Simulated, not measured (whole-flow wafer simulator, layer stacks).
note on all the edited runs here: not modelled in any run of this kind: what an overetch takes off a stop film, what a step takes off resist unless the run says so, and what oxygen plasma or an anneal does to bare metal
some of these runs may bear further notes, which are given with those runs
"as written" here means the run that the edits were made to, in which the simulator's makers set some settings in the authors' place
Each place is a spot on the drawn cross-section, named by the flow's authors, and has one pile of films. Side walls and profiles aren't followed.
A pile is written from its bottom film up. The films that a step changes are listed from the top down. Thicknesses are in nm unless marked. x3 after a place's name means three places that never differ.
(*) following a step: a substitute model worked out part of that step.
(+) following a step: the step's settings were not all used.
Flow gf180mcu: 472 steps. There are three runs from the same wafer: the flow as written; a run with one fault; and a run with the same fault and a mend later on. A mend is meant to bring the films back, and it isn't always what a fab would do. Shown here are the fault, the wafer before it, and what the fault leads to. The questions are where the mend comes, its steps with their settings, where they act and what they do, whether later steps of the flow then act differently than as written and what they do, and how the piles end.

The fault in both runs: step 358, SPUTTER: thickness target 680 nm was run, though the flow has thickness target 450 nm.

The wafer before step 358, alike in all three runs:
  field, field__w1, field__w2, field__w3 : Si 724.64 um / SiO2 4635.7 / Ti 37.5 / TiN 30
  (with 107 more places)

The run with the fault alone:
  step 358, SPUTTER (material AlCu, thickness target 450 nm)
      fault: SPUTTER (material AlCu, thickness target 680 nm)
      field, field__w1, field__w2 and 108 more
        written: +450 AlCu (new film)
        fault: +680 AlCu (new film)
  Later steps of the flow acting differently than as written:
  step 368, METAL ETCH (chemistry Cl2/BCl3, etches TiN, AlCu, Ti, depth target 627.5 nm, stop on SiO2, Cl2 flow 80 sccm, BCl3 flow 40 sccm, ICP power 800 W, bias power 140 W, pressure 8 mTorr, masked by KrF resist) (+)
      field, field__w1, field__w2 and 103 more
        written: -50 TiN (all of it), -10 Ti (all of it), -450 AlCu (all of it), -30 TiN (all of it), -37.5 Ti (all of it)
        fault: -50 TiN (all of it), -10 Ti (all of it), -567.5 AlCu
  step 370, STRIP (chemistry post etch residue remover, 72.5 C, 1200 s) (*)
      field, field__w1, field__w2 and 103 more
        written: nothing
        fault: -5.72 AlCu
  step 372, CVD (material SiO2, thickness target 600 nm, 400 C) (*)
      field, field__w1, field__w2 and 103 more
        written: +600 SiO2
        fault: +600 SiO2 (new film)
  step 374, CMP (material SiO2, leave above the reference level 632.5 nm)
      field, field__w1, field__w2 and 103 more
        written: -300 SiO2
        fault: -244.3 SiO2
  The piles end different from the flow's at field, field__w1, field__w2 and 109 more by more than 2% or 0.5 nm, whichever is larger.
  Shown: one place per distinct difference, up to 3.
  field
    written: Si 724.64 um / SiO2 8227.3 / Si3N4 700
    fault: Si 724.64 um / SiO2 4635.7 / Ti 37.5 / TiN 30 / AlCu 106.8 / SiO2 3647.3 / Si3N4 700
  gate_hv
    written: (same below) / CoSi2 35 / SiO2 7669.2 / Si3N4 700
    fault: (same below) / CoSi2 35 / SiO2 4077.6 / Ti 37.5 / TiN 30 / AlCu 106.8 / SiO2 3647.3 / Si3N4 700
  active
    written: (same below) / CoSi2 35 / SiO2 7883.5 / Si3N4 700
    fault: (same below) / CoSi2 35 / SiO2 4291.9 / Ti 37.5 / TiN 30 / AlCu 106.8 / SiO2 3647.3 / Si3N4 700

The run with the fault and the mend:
  The mend follows step 358.
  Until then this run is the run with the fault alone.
  step 358a, METAL ETCH (chemistry Cl2/BCl3, etches TiN, AlCu, Ti, depth target 230 nm, Cl2 flow 80 sccm, BCl3 flow 40 sccm, ICP power 800 W, bias power 140 W, pressure 8 mTorr) (a further turn of the flow's step 260, with different settings)
      field, field__w1, field__w2 and 108 more
        -230 AlCu
  Later steps of the flow that are run all act as written at every place that is followed.
  The piles end the same as the flow's at every place that both follow.
